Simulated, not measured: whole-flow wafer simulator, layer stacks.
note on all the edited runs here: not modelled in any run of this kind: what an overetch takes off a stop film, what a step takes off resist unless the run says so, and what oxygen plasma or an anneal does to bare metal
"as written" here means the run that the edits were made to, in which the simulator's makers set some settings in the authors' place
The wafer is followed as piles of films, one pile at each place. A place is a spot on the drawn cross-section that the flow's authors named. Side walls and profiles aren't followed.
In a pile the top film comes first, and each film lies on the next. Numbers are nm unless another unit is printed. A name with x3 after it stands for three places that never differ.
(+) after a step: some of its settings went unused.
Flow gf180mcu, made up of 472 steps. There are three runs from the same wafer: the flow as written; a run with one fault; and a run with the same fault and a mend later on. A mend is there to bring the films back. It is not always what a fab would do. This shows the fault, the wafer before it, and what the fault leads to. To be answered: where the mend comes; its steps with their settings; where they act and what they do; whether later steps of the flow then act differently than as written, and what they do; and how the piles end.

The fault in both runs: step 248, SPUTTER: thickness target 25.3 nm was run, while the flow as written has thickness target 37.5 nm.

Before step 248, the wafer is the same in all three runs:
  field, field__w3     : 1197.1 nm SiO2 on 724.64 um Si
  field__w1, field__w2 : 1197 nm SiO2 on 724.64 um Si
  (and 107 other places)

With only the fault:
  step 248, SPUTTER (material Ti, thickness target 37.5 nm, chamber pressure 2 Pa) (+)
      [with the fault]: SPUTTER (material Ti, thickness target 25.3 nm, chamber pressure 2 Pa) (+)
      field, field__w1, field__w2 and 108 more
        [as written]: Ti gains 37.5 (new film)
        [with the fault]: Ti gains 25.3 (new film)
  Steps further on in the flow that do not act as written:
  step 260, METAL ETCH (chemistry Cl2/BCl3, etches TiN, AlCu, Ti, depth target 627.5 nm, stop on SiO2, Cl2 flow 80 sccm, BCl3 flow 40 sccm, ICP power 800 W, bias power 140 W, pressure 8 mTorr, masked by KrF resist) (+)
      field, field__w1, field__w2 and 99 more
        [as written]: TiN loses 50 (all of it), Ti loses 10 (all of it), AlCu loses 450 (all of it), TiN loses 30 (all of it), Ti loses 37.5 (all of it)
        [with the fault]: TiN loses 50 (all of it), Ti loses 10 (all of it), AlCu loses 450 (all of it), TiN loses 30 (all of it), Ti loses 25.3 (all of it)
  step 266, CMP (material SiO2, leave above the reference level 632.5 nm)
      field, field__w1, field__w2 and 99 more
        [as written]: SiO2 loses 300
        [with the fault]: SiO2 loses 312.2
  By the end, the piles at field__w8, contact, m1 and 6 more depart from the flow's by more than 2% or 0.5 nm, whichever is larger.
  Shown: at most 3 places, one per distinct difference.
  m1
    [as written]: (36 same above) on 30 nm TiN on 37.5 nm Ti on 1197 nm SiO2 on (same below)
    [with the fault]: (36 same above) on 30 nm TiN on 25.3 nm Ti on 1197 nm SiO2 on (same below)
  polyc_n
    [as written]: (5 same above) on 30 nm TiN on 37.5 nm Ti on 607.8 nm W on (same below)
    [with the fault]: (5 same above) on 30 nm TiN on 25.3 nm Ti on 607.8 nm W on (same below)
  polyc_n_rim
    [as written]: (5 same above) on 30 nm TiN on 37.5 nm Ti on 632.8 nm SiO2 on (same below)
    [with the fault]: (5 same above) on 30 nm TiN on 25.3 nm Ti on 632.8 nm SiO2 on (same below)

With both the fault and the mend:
  The mend stands after step 248.
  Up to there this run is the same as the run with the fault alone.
  step 248a, SPUTTER (material Ti, thickness target 12.2 nm, chamber pressure 2 Pa) (+) (the flow's step 248, run once more with other settings)
      field, field__w1, field__w2 and 108 more
        Ti gains 12.2
  None of the later steps of the flow acts differently than as written at any place that is followed.
  The piles end the same as the flow's at every place that both follow.
